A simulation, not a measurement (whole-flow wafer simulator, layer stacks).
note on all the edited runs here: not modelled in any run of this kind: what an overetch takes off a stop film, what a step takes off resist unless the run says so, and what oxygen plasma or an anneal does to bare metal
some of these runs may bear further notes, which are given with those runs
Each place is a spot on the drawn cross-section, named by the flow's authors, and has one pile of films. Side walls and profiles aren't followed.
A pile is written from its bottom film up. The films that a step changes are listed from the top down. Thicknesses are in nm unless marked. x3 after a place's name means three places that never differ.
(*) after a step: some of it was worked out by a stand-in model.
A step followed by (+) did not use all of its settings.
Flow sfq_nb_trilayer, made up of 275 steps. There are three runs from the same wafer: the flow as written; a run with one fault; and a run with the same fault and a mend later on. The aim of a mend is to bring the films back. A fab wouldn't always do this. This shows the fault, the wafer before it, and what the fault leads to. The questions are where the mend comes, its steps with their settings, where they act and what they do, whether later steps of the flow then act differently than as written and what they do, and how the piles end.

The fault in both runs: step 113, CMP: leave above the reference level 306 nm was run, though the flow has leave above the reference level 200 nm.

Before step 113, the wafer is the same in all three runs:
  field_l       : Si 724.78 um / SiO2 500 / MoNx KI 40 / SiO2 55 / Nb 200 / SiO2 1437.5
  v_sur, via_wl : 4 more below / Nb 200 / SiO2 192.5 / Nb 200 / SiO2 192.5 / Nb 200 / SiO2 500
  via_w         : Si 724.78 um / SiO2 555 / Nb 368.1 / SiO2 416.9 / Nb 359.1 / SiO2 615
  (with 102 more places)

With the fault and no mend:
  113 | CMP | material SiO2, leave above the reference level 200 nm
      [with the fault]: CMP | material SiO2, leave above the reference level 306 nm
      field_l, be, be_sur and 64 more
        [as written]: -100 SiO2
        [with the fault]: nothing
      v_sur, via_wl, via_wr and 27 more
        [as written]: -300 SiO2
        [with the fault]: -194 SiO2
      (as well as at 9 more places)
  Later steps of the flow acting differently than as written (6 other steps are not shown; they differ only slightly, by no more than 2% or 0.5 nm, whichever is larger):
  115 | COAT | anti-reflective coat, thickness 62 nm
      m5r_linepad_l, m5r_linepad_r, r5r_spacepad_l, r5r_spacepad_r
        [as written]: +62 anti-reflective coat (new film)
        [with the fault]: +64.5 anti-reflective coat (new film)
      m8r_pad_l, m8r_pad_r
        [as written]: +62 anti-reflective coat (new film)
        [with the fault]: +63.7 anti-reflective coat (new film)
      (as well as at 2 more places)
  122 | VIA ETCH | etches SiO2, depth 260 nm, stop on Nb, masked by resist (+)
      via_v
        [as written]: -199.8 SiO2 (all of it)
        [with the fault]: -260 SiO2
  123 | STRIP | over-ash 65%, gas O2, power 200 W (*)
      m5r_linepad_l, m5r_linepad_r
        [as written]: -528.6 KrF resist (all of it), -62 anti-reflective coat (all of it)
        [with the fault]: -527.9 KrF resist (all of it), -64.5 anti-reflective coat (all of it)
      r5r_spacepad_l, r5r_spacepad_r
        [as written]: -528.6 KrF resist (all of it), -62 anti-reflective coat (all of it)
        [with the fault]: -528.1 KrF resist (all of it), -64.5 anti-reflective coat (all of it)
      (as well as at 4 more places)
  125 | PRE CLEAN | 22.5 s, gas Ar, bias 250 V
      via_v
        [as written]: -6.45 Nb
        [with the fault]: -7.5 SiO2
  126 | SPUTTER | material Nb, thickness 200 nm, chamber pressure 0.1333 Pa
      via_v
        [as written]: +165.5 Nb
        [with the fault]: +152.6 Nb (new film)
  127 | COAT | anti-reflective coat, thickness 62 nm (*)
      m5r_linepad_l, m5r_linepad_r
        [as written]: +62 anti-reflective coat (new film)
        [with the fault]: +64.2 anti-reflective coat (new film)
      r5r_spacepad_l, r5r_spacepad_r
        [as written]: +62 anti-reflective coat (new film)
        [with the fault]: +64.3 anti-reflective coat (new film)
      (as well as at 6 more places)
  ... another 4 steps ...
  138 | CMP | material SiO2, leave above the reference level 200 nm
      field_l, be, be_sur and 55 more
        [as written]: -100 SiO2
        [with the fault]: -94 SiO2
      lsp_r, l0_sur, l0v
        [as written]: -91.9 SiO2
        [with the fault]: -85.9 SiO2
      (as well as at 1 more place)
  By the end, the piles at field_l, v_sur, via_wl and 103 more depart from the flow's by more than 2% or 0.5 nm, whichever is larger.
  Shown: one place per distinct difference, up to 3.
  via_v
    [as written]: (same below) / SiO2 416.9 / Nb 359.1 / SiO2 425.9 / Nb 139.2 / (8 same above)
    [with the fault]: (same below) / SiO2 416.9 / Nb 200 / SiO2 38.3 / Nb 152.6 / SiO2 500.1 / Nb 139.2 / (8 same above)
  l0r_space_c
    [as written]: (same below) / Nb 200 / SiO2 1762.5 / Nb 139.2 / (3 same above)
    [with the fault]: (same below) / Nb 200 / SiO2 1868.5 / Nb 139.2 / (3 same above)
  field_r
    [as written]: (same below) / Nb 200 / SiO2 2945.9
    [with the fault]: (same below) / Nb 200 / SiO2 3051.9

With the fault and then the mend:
  After step 114 comes the mend.
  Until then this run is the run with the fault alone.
  114a | CMP | material SiO2, leave above the reference level 200 nm (a further turn of the flow's step 113)
      field_l, be, be_sur and 64 more
        -100 SiO2
      v_sur, via_wl, via_w and 36 more
        -106 SiO2
  None of the later steps of the flow acts differently than as written at any place that is followed.
  By the end, the piles equal the flow's at every place that both follow.
